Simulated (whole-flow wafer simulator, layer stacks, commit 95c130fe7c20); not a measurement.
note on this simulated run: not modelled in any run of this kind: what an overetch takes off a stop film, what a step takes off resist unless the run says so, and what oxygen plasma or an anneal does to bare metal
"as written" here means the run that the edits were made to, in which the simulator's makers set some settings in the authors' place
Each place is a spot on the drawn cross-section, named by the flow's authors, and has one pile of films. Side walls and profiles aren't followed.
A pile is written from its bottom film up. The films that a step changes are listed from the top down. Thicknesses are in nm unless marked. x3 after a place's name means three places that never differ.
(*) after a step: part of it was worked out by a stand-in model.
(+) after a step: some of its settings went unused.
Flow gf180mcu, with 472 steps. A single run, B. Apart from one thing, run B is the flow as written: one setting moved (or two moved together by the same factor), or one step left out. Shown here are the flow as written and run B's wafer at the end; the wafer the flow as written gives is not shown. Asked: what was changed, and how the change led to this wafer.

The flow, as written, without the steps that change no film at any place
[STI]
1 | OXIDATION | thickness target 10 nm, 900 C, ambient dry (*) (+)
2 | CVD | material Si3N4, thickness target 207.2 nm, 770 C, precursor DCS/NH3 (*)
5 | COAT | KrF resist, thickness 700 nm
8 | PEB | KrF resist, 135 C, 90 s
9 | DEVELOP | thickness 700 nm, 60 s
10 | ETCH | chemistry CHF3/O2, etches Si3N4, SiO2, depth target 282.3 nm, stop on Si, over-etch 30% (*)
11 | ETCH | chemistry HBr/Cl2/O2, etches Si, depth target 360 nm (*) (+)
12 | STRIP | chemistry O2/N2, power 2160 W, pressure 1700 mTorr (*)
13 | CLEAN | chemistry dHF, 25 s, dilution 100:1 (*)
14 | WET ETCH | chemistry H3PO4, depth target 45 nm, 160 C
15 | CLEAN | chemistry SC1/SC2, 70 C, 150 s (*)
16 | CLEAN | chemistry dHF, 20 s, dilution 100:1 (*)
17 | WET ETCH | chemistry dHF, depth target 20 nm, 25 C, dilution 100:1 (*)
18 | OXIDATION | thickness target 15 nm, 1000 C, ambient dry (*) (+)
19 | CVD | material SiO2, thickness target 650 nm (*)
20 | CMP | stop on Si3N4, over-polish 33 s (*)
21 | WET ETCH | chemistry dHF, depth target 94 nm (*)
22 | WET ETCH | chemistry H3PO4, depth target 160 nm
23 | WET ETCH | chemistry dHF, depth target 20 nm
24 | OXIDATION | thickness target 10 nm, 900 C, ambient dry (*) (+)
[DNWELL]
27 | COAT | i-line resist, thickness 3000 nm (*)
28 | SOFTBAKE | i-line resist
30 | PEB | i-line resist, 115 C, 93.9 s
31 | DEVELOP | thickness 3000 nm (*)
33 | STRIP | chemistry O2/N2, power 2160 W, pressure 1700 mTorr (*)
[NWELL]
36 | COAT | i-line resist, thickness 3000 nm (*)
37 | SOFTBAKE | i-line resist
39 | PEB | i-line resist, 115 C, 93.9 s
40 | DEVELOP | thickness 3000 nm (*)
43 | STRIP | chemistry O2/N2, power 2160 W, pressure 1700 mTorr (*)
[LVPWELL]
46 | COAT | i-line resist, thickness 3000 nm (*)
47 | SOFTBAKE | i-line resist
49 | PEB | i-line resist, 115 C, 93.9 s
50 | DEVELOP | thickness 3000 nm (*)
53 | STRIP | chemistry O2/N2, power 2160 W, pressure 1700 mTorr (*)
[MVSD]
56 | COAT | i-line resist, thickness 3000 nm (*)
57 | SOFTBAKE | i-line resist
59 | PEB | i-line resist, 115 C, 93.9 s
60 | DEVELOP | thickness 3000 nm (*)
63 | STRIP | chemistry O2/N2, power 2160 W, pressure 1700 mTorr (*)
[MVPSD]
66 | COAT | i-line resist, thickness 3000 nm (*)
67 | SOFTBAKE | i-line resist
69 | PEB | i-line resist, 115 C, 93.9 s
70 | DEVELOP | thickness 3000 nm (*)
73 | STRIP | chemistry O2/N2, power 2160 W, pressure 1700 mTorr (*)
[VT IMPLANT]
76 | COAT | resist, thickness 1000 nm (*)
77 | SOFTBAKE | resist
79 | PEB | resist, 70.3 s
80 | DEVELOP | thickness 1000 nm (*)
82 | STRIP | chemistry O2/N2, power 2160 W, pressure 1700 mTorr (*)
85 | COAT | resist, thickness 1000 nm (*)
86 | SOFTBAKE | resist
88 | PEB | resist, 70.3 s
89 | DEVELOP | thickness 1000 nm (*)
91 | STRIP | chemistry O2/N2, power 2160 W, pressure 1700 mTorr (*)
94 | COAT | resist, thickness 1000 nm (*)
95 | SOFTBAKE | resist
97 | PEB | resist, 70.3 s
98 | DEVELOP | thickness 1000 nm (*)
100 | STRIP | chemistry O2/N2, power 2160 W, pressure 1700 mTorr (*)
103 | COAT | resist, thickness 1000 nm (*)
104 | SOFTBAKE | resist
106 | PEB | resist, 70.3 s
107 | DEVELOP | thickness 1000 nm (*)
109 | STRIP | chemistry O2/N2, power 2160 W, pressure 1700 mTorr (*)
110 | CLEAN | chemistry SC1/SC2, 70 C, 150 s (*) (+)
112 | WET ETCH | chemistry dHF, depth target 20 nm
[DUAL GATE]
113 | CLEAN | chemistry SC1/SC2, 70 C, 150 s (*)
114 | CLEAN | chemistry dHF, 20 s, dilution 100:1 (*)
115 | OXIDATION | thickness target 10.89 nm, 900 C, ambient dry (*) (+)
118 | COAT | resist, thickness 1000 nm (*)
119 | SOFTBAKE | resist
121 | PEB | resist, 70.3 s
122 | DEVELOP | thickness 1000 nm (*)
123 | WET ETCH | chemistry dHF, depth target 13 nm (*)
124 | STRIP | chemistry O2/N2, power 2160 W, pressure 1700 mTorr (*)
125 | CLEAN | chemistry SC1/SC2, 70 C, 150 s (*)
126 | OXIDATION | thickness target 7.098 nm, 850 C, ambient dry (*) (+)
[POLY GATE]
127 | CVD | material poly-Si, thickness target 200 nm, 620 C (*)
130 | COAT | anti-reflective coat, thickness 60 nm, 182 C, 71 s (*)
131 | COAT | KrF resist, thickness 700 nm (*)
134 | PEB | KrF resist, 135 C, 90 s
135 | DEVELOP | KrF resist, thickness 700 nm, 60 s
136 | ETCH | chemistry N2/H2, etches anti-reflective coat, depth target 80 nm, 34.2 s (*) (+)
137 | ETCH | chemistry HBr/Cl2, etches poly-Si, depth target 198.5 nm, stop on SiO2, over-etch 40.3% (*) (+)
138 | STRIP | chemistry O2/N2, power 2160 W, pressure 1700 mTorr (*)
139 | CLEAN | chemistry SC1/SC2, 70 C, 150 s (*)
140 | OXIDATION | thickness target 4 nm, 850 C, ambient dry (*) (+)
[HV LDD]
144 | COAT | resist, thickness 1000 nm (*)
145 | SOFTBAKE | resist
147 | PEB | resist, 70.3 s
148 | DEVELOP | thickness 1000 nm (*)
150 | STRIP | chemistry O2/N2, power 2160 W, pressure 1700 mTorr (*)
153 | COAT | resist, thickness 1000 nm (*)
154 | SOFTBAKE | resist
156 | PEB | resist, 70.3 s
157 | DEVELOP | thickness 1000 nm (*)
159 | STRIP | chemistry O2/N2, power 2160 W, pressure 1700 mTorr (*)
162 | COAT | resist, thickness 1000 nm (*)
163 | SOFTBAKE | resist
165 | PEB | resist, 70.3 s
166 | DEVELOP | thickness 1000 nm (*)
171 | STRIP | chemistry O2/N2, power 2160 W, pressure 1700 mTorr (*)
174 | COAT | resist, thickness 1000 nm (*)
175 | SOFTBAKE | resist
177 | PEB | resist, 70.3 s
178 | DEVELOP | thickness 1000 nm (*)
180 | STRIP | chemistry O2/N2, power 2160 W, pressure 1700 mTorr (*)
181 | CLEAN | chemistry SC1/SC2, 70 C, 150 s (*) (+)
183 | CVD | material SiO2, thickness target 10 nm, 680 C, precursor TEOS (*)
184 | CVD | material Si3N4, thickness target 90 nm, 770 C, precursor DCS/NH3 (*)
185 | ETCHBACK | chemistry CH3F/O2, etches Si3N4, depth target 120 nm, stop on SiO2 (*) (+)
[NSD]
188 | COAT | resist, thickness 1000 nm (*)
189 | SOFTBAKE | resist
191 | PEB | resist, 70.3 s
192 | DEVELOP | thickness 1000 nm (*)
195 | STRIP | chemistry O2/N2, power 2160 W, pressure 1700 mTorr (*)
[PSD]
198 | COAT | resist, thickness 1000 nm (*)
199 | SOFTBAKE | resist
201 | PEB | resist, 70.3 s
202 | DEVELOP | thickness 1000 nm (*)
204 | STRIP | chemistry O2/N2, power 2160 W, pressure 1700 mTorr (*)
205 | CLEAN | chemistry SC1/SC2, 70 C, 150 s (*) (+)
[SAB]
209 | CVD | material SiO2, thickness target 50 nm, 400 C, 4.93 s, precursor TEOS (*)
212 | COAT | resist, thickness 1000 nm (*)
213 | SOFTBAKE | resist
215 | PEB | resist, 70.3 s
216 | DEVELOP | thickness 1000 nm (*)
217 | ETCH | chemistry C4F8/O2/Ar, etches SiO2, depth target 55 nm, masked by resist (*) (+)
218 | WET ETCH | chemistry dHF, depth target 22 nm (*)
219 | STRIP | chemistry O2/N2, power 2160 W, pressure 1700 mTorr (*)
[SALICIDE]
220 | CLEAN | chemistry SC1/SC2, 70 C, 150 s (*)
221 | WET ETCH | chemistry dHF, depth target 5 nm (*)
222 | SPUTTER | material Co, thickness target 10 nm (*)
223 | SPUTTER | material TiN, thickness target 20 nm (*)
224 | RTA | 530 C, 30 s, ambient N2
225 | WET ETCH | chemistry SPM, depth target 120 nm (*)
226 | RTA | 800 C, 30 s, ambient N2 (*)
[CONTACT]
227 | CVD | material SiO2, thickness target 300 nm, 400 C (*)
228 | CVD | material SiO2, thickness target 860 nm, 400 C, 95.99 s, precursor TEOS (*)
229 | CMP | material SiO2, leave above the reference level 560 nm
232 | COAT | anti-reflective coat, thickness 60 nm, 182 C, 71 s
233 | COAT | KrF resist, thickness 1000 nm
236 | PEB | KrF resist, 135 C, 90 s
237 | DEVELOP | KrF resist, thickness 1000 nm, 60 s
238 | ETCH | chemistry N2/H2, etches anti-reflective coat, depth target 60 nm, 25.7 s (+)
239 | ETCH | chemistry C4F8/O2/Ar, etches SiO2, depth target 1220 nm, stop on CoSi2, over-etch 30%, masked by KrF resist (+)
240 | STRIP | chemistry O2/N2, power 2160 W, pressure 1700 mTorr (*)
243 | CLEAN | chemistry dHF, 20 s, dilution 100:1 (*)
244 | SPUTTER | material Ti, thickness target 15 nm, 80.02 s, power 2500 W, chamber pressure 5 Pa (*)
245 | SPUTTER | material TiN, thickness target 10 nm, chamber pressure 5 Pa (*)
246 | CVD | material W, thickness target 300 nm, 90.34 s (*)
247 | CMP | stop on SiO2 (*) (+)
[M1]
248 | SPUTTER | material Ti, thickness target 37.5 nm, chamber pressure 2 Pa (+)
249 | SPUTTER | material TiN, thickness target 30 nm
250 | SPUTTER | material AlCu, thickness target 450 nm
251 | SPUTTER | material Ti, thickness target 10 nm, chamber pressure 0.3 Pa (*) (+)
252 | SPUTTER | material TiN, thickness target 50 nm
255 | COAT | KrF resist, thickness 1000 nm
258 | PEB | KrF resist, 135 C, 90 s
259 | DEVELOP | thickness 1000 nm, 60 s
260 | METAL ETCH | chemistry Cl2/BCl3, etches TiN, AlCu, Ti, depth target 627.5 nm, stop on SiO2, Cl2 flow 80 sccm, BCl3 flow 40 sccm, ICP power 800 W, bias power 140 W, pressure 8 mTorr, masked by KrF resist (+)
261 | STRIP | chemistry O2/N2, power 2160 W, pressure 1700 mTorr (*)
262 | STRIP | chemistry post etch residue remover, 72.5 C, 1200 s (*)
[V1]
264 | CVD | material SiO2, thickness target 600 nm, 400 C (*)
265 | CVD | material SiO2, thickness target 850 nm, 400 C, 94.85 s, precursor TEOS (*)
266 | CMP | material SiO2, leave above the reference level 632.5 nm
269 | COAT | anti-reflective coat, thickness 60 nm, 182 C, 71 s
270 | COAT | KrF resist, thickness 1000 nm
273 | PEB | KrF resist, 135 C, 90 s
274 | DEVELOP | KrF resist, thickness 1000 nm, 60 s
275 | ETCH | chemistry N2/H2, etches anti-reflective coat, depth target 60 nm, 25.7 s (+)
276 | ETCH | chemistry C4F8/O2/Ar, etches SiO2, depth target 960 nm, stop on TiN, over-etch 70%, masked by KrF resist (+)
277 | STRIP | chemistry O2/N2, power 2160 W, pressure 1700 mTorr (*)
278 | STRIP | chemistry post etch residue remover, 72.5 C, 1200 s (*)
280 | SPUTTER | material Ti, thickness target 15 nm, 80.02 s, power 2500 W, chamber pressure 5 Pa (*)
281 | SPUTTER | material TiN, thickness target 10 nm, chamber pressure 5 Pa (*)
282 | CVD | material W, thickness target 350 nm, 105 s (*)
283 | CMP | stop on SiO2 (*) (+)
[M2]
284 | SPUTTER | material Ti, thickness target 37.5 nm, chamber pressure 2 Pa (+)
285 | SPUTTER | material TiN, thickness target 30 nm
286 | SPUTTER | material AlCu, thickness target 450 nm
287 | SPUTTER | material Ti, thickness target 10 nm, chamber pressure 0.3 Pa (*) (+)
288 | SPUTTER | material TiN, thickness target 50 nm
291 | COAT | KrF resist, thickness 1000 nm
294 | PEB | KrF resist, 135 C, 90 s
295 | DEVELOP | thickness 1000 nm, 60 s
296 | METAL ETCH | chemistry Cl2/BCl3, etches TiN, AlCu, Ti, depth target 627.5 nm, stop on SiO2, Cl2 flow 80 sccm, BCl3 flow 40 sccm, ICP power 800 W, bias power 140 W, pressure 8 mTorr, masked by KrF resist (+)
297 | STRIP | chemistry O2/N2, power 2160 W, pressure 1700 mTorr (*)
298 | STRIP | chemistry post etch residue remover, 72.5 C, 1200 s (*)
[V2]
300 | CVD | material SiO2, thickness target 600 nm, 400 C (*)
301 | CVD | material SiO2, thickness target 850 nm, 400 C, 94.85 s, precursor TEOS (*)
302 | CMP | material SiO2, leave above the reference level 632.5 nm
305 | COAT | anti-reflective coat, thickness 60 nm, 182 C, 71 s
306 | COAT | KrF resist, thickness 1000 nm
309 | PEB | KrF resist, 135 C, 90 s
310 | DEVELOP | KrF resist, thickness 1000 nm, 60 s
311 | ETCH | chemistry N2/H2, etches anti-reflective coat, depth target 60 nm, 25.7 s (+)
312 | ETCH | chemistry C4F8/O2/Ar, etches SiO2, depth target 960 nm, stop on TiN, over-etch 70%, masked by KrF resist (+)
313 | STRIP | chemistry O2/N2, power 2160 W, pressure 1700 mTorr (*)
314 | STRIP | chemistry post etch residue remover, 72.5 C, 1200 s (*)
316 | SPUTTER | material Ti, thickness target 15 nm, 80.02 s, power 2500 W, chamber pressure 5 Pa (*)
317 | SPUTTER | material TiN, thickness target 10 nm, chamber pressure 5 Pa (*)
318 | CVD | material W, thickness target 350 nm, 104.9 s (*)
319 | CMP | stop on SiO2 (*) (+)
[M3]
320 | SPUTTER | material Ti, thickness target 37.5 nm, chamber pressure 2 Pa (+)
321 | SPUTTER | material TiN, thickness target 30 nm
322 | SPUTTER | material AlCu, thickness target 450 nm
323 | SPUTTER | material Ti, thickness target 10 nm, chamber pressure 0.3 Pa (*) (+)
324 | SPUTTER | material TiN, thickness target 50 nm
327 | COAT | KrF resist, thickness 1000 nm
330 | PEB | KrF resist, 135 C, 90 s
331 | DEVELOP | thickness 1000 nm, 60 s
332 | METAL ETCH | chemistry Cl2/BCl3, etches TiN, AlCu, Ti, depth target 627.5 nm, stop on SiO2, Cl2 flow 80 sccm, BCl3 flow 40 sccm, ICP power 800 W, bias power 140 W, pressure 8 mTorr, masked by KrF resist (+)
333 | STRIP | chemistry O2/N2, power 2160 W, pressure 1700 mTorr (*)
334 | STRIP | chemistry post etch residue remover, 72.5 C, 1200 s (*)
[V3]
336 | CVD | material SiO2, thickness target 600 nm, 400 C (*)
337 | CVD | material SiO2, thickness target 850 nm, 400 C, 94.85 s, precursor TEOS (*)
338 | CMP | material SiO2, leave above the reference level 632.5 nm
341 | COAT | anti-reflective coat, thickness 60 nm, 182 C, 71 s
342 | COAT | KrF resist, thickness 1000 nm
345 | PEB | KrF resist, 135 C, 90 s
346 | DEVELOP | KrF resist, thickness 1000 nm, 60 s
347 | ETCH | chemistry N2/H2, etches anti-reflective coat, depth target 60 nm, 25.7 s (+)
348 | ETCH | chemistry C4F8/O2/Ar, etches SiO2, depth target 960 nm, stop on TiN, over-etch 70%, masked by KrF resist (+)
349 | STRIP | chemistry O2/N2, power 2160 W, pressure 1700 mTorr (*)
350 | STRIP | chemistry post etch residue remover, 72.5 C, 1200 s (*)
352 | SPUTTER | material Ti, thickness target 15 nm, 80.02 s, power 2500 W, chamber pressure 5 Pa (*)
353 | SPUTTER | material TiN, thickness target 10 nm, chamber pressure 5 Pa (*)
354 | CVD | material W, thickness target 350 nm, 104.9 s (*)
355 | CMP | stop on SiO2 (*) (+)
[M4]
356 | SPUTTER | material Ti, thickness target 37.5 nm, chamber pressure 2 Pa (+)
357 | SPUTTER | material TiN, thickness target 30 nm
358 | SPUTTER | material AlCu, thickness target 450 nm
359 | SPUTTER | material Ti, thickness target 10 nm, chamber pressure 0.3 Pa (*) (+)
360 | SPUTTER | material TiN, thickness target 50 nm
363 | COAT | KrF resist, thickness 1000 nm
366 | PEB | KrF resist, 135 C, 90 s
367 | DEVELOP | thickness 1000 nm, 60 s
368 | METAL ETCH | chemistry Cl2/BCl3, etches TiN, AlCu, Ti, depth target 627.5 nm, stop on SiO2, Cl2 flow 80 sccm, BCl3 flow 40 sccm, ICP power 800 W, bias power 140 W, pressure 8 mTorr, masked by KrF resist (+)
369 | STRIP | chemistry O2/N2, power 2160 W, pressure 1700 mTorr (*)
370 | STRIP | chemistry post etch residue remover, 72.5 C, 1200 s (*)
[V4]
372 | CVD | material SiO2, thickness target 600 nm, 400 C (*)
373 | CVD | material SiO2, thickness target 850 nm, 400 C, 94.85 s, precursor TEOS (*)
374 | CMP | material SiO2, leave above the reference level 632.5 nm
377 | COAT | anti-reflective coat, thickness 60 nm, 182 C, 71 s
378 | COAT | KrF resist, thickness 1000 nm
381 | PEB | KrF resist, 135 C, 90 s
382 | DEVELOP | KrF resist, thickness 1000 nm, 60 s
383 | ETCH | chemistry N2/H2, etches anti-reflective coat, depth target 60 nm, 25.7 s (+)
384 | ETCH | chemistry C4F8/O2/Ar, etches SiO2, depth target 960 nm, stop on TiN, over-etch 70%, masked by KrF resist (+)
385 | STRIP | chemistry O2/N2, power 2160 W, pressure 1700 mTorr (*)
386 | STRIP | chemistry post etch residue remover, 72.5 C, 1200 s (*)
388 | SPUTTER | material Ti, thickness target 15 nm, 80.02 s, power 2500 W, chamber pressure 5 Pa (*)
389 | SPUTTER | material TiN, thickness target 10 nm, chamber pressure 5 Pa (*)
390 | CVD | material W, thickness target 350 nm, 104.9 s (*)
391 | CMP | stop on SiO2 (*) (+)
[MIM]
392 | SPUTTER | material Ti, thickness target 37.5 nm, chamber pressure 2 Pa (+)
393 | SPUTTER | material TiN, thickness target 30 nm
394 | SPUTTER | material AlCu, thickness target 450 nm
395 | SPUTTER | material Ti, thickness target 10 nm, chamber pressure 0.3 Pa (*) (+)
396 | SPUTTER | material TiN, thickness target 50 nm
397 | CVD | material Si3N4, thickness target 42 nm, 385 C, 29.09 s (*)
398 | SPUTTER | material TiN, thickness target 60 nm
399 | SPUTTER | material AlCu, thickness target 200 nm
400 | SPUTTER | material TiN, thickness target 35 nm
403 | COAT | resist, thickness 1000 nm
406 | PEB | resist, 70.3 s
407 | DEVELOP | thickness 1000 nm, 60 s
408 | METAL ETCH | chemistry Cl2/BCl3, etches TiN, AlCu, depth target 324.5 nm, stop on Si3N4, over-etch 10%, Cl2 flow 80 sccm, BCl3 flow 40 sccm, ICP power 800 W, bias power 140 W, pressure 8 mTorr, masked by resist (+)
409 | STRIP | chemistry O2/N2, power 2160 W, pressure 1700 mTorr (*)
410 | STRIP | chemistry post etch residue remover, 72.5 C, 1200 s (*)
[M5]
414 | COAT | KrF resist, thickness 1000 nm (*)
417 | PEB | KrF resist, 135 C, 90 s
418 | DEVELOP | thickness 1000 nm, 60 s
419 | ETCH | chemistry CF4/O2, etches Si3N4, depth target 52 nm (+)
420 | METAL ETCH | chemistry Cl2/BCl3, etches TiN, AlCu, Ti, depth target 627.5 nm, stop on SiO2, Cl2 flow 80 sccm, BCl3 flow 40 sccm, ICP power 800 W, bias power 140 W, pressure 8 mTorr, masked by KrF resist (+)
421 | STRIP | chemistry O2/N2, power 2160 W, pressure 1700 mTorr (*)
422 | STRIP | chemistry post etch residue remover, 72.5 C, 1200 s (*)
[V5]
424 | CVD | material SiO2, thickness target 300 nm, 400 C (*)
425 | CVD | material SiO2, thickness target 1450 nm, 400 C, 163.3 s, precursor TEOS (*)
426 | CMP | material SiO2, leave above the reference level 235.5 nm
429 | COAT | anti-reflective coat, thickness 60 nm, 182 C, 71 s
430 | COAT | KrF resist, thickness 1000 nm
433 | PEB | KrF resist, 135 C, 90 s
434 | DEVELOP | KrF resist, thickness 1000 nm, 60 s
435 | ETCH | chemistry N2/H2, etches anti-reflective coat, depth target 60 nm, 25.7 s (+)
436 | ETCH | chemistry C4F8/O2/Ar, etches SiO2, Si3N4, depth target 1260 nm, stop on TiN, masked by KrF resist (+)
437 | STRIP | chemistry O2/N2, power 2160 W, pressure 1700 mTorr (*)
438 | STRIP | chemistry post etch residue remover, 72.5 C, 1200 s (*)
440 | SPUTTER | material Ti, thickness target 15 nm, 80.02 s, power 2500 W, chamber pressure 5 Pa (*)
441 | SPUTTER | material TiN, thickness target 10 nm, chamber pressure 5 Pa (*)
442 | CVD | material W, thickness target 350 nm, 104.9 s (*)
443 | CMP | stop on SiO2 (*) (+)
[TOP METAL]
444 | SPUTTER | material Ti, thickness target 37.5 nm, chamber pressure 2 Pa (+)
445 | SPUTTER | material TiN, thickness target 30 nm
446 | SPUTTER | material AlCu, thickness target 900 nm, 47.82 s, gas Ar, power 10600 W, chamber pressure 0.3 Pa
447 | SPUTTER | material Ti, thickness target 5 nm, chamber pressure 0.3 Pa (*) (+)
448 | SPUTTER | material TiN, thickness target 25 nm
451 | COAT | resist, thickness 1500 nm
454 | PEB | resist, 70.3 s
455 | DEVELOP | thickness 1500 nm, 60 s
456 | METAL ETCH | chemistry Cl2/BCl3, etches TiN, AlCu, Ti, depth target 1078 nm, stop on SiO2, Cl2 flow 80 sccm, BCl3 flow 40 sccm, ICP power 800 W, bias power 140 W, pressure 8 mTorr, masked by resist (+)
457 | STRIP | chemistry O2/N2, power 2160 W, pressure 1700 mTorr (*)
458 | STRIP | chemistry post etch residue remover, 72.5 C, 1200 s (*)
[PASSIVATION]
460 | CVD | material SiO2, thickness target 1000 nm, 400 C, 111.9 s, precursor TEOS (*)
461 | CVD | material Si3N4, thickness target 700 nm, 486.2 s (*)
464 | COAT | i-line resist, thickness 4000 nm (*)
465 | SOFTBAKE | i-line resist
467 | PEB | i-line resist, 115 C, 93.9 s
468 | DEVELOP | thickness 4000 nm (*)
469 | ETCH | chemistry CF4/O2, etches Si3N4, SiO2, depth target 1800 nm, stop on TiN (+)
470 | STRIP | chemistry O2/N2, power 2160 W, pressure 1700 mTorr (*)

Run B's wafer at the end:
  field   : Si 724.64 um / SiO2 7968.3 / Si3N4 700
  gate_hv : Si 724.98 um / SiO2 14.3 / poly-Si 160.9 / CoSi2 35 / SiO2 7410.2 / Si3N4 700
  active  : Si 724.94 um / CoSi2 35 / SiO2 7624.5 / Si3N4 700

Cause: step 322, SPUTTER: thickness target 191 nm was run, whereas the flow has thickness target 450 nm.

The path from the change to this, step by step:
  322 | SPUTTER | material AlCu, thickness target 450 nm
      field, field__w1, field__w2 and 108 more: AlCu gains 191 (new film) (it would be, as written: AlCu gains 450 (new film))
  332 | METAL ETCH | chemistry Cl2/BCl3, etches TiN, AlCu, Ti, depth target 627.5 nm, stop on SiO2, Cl2 flow 80 sccm, BCl3 flow 40 sccm, ICP power 800 W, bias power 140 W, pressure 8 mTorr, masked by KrF resist (+)
      field, field__w1, field__w2 and 103 more: TiN loses 50 (all of it), Ti loses 10 (all of it), AlCu loses 191 (all of it), TiN loses 30 (all of it), Ti loses 37.5 (all of it) (it would be, as written: TiN loses 50 (all of it), Ti loses 10 (all of it), AlCu loses 450 (all of it), TiN loses 30 (all of it), Ti loses 37.5 (all of it))
      field__w8, contact, m1, m1__w1, m1_nw: KrF resist loses 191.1 (it would be, as written: KrF resist loses 251)
  333 | STRIP | chemistry O2/N2, power 2160 W, pressure 1700 mTorr (*)
      field__w8, contact, m1, m1__w1, m1_nw: KrF resist loses 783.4 (all of it) (it would be, as written: KrF resist loses 723.5 (all of it))
  338 | CMP | material SiO2, leave above the reference level 632.5 nm
      field, field__w1, field__w2 and 103 more: SiO2 loses 559 (it would be, as written: SiO2 loses 300)
